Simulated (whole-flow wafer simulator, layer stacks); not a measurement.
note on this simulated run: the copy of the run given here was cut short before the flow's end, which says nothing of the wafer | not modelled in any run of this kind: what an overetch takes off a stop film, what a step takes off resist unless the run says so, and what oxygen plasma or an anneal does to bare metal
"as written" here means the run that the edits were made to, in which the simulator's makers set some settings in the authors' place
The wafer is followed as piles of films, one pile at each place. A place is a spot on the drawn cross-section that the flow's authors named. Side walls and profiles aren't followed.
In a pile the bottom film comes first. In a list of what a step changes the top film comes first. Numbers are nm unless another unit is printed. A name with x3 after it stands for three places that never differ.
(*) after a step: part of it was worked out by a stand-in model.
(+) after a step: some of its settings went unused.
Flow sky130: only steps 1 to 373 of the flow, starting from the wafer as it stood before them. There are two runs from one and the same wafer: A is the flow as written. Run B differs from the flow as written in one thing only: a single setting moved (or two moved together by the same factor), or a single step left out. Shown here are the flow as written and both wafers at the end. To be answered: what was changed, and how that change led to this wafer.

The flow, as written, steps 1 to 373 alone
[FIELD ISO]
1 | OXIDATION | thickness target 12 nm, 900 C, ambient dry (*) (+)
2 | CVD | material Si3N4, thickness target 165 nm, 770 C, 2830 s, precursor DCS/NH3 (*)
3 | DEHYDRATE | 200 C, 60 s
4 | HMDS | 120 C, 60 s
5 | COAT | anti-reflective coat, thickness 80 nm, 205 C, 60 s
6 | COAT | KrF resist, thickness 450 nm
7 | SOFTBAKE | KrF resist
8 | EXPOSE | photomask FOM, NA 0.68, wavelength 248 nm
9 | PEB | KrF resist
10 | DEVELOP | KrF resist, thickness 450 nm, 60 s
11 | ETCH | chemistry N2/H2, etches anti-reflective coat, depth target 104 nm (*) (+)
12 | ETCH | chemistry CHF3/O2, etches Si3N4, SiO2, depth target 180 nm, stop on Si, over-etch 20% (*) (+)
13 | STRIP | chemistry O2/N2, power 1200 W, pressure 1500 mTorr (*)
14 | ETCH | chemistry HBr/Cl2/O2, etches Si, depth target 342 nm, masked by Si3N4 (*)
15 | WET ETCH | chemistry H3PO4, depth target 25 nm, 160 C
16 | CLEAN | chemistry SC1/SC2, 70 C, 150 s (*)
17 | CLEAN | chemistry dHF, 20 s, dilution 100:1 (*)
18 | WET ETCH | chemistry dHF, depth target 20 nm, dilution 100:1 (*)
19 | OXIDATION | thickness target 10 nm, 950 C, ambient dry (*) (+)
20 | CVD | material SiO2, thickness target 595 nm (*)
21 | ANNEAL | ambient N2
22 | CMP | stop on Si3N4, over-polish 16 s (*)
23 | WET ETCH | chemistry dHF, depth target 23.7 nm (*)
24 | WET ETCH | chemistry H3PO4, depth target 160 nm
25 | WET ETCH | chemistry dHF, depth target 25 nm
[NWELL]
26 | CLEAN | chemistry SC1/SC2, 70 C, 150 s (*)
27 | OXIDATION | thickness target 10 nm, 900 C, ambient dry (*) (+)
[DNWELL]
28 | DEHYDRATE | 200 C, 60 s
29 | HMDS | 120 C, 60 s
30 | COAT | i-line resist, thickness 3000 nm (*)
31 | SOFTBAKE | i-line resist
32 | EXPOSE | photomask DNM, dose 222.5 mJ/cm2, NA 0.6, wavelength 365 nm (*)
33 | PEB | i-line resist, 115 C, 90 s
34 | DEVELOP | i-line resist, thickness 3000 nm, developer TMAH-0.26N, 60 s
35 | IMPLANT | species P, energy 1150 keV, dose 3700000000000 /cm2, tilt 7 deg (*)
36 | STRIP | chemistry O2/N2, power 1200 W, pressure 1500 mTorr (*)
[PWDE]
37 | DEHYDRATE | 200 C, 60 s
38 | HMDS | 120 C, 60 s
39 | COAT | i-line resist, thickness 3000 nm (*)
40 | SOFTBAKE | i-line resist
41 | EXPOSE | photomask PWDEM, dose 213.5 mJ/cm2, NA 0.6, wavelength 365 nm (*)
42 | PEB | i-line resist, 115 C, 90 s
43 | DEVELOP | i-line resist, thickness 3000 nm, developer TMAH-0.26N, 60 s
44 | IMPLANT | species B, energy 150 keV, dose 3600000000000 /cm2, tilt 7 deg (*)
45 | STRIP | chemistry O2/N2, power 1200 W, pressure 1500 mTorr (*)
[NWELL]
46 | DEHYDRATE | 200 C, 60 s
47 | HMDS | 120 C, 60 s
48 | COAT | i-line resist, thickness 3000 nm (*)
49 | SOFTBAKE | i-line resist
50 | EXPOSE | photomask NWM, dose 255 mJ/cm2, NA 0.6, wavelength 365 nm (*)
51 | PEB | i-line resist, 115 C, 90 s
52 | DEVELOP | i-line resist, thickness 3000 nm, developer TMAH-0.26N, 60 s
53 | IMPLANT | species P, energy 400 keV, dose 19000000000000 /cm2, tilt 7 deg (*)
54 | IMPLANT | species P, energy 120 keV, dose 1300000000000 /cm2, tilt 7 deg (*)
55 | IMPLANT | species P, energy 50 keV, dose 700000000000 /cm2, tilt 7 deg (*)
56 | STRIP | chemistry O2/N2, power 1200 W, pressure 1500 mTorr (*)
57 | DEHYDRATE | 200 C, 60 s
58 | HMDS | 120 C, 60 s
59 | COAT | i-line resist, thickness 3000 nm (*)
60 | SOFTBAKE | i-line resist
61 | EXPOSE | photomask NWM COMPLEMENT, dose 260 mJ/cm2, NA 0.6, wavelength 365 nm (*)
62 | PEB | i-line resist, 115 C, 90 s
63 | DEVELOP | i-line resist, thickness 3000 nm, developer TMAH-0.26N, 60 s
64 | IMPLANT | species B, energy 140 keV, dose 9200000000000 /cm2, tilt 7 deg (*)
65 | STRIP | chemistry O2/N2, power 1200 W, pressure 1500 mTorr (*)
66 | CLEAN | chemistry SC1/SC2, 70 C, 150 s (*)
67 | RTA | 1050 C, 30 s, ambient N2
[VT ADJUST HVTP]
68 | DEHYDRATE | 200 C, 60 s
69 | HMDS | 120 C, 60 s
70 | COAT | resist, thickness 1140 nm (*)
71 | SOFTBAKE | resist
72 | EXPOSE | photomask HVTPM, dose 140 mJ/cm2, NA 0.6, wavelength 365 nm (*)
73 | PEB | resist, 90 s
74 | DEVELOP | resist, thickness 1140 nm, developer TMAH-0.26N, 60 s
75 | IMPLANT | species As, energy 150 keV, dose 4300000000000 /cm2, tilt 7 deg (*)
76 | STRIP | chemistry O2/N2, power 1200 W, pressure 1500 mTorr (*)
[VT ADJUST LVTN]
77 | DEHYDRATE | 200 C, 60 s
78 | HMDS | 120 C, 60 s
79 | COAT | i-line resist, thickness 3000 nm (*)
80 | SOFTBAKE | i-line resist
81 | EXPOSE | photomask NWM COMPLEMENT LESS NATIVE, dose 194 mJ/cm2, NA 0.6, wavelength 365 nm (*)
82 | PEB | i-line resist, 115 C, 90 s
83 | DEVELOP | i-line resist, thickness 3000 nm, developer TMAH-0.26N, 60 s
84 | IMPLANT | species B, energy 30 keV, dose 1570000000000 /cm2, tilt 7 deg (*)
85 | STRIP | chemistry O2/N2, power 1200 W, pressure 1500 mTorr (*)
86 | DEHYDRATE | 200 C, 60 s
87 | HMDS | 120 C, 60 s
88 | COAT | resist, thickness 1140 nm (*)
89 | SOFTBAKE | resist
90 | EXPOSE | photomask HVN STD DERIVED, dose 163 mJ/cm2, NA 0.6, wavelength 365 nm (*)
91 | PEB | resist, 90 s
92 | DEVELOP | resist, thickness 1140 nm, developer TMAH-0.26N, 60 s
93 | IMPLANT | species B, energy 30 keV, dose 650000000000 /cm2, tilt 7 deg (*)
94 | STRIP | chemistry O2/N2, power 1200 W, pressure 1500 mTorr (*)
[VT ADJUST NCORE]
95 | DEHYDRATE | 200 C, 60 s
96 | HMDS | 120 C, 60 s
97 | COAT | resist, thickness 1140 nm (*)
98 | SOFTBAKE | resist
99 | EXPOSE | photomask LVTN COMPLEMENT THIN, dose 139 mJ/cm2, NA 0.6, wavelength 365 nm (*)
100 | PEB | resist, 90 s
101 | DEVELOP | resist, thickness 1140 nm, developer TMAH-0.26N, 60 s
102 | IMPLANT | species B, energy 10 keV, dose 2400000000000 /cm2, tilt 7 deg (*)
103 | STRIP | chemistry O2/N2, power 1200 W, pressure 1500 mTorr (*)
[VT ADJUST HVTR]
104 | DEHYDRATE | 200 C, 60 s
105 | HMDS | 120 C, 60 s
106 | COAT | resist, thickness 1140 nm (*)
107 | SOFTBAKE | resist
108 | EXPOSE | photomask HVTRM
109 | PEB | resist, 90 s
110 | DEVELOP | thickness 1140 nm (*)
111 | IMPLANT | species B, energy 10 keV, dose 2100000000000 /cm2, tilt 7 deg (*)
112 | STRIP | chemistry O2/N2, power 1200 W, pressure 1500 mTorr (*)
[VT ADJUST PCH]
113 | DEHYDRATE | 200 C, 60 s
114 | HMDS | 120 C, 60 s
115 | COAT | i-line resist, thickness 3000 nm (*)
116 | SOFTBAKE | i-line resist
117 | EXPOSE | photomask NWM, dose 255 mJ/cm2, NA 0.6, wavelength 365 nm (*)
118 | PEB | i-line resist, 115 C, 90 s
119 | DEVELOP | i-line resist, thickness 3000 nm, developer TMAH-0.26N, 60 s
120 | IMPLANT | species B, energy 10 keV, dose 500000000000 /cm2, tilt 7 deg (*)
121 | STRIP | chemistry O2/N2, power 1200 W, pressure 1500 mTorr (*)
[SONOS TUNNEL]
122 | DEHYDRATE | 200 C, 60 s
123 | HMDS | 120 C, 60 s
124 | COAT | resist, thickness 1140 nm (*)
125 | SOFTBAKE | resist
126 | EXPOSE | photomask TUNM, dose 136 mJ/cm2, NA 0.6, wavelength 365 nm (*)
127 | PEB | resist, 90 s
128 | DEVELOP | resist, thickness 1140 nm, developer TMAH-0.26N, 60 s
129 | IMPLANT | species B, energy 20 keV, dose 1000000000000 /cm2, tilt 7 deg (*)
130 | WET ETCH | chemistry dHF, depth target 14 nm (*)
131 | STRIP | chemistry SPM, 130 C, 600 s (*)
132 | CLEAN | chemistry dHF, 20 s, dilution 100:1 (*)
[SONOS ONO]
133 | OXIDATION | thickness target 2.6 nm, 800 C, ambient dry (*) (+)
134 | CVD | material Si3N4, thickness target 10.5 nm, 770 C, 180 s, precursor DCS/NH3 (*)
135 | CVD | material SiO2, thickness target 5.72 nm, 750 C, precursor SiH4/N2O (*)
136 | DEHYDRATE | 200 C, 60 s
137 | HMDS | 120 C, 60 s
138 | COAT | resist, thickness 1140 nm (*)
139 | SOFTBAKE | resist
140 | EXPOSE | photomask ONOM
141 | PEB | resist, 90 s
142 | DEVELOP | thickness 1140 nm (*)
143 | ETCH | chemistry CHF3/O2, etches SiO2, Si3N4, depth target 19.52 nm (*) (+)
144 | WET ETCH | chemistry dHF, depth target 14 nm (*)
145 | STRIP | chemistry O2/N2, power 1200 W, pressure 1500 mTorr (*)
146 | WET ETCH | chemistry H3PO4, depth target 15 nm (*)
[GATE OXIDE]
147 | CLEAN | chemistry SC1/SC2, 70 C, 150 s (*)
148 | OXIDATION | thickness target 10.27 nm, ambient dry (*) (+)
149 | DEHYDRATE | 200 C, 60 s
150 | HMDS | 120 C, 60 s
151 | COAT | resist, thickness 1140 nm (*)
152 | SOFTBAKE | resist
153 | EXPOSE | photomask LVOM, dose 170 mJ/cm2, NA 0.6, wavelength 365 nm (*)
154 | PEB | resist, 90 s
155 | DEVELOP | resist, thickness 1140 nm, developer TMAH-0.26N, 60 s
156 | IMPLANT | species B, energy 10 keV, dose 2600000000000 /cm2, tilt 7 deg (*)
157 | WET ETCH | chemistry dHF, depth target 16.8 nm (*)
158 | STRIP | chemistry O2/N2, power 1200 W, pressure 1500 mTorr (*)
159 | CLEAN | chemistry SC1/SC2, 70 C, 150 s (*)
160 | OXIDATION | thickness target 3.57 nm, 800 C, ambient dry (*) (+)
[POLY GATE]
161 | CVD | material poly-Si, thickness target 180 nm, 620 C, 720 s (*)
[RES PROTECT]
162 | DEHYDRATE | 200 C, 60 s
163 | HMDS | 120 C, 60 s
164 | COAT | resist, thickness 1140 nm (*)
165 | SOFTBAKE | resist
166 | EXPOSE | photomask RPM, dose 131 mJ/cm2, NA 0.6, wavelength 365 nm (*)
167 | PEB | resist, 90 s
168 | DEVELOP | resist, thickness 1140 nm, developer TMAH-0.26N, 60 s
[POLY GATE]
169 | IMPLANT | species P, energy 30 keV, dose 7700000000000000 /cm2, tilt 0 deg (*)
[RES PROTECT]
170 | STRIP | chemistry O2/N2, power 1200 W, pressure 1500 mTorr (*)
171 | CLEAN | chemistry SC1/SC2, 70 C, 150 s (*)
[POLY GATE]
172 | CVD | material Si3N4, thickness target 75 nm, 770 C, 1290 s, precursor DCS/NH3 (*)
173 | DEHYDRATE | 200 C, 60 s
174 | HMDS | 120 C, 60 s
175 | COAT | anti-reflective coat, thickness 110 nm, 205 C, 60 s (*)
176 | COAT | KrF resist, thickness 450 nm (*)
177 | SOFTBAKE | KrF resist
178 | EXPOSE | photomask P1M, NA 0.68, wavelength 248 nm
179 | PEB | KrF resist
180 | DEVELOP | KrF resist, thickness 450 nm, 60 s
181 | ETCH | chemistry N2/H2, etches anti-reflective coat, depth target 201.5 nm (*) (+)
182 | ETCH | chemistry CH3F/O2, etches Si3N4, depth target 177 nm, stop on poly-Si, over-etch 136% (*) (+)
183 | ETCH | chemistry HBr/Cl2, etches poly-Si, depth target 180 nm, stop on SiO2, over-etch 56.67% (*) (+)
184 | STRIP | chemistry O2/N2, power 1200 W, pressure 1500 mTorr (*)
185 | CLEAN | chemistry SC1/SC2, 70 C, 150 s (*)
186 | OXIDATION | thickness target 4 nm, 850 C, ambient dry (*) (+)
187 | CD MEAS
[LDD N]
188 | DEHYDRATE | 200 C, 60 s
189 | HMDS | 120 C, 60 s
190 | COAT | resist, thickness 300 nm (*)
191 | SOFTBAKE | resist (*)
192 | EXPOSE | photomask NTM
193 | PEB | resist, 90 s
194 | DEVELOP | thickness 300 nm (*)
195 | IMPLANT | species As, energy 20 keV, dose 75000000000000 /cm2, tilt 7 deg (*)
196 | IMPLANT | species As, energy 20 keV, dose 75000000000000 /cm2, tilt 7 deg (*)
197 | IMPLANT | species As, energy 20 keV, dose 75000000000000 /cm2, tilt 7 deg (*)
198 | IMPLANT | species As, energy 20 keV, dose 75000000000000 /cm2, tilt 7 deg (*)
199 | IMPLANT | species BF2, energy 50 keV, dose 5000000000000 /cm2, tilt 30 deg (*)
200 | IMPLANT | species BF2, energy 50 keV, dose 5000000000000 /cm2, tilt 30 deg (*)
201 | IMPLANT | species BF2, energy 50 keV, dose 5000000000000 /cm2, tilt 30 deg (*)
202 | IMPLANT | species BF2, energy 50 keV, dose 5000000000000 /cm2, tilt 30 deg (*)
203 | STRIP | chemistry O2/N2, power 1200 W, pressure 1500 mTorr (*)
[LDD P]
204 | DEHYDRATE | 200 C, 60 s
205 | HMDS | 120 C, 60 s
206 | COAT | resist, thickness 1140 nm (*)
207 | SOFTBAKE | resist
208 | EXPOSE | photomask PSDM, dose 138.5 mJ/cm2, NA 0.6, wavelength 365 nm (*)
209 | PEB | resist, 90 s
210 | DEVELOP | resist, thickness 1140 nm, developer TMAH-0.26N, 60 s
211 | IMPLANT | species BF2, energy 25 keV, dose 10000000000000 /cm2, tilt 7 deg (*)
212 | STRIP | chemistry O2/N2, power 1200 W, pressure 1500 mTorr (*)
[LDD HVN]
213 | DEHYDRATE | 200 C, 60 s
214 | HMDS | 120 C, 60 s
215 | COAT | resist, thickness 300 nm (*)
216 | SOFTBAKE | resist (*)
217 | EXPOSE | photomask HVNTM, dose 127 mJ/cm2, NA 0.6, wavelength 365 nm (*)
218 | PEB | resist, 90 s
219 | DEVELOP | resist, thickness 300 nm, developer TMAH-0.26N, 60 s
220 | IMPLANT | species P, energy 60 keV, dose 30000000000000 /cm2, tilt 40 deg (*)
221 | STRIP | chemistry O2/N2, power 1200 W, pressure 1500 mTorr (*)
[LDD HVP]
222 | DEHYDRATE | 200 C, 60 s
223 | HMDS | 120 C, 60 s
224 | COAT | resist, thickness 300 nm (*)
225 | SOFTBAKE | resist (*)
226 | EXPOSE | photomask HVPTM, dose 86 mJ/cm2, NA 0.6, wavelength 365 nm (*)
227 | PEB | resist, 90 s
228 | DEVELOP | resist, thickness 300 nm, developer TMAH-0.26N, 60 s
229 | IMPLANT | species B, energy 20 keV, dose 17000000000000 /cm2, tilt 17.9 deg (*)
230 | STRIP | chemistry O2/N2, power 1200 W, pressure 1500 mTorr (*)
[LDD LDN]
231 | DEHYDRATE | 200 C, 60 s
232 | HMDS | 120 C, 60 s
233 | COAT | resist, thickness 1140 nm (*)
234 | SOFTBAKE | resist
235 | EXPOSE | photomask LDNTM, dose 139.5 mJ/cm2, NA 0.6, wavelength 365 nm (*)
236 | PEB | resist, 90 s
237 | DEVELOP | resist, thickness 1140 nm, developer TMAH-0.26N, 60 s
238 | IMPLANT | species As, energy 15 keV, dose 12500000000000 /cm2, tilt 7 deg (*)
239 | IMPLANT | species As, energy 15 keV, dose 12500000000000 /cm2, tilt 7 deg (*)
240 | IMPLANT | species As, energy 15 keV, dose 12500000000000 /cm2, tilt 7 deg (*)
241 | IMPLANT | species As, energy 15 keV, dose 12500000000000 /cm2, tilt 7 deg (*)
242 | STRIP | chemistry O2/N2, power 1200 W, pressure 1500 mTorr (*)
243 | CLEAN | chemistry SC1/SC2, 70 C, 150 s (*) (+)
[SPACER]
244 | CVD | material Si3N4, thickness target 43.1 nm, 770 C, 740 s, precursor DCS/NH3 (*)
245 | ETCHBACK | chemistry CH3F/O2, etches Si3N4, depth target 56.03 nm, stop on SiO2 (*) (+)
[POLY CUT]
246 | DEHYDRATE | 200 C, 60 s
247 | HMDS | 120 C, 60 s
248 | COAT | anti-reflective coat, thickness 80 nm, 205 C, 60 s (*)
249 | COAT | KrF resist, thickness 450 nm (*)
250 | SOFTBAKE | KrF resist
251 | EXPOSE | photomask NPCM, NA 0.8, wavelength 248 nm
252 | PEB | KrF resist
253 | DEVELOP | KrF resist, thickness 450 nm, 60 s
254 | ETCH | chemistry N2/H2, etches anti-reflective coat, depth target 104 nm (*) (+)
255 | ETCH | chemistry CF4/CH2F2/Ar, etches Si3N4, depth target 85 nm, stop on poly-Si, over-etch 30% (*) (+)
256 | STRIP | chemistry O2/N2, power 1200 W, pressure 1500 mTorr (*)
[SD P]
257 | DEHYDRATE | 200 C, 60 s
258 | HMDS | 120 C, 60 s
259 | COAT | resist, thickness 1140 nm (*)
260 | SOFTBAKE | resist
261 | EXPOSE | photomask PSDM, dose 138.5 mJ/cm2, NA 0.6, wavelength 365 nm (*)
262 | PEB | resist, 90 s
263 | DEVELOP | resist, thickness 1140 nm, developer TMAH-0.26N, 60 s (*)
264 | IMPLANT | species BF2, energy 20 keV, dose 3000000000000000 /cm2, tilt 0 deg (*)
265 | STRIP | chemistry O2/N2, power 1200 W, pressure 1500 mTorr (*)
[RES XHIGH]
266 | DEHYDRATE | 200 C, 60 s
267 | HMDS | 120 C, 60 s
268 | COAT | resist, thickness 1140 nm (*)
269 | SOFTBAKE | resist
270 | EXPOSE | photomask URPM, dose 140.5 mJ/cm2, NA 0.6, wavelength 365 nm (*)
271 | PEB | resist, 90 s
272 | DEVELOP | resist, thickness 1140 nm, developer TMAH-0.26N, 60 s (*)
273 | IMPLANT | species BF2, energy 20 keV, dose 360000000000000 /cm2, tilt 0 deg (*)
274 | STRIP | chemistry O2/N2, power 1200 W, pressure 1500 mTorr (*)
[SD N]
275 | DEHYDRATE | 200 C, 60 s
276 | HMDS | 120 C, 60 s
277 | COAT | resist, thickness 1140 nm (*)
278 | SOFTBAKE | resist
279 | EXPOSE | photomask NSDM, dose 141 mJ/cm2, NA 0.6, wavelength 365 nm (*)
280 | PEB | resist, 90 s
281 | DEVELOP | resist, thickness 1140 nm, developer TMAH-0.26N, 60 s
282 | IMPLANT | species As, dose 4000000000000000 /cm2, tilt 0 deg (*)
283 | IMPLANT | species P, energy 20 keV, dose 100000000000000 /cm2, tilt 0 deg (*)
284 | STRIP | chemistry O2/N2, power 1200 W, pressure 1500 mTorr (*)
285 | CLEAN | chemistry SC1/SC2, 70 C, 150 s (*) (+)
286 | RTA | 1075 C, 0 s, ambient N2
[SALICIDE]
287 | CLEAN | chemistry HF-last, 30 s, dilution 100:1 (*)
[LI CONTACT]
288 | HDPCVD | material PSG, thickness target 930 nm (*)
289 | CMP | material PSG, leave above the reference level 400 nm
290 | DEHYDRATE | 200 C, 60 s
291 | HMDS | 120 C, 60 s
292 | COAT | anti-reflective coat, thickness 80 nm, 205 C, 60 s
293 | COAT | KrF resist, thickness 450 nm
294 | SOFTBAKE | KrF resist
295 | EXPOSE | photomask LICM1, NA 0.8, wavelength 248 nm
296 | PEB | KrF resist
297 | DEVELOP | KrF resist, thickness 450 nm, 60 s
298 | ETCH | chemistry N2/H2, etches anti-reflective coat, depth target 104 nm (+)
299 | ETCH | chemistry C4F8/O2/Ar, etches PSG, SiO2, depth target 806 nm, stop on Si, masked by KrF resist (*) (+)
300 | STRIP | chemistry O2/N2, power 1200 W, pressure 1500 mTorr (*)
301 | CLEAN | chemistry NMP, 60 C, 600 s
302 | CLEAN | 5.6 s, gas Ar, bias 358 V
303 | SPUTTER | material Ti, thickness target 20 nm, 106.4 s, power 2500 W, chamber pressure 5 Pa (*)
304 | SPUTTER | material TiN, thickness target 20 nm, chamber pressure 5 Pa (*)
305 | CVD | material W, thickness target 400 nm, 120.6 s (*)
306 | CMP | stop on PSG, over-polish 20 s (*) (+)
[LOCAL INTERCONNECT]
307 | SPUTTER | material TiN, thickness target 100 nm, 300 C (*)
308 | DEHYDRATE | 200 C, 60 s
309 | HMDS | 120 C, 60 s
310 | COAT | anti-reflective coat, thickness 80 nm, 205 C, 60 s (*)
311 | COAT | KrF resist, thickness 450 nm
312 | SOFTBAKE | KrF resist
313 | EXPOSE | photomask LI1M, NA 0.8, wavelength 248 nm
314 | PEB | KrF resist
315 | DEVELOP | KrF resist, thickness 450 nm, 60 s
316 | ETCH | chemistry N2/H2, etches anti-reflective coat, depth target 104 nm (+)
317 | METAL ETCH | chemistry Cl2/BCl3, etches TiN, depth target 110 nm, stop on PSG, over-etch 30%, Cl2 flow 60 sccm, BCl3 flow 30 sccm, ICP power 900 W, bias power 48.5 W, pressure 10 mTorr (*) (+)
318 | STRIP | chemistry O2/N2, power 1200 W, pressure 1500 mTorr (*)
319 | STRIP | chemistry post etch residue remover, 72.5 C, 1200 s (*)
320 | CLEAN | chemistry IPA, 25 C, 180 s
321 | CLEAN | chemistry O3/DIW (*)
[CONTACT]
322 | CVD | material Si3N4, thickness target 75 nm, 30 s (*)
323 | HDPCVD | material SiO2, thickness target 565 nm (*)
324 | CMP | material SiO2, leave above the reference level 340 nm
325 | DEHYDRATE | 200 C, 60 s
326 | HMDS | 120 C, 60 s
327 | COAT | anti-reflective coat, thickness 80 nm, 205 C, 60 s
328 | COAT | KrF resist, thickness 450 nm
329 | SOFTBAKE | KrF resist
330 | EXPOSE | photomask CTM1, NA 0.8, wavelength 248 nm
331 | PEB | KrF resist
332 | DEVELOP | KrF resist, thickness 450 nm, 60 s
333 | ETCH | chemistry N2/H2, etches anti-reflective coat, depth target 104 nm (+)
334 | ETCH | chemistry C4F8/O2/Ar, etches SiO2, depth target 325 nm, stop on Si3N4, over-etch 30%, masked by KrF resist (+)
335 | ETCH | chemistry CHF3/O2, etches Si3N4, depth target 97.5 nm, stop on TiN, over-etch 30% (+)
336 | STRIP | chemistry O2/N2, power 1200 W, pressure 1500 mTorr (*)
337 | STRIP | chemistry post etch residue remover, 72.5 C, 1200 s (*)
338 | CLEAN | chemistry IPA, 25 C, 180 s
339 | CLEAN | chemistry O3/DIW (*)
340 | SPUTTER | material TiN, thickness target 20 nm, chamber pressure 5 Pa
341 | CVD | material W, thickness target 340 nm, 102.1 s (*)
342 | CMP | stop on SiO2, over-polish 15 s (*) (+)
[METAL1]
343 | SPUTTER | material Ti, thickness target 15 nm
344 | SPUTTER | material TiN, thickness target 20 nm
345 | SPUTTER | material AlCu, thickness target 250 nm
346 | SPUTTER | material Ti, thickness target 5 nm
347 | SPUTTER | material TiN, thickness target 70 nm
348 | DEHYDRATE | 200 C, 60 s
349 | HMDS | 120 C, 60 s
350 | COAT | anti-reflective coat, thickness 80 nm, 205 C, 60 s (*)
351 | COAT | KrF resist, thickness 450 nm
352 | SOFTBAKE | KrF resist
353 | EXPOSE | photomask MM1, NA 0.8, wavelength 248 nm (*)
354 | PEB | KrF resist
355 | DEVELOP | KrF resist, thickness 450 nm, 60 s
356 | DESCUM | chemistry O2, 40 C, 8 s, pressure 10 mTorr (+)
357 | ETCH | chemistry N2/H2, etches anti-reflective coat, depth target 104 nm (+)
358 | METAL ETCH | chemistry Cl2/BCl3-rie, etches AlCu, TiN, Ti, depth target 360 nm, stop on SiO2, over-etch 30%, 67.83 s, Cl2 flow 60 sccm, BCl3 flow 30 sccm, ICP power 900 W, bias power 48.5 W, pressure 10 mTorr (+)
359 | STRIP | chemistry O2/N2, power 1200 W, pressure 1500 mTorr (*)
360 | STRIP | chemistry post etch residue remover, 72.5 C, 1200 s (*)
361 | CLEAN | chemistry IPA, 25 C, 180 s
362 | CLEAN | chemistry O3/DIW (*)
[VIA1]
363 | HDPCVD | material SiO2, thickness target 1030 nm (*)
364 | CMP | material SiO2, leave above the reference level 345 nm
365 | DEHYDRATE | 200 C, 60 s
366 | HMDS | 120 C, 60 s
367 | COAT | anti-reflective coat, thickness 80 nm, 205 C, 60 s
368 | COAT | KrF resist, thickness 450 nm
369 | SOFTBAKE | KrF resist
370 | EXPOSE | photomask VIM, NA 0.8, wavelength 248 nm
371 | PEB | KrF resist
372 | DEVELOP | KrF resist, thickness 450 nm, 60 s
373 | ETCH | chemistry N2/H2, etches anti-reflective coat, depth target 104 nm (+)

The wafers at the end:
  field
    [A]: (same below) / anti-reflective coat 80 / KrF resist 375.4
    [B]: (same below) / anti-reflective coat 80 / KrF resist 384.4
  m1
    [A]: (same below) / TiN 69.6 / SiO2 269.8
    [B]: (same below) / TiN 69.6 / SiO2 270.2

The reason: step 373, ETCH: depth target 87.8 nm was run, while the flow as written has depth target 104 nm.

Step by step, how the change led to this:
  373 | ETCH | chemistry N2/H2, etches anti-reflective coat, depth target 104 nm (+)
      field, active, n_well and 186 more: A KrF resist loses 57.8 | B KrF resist loses 48.8
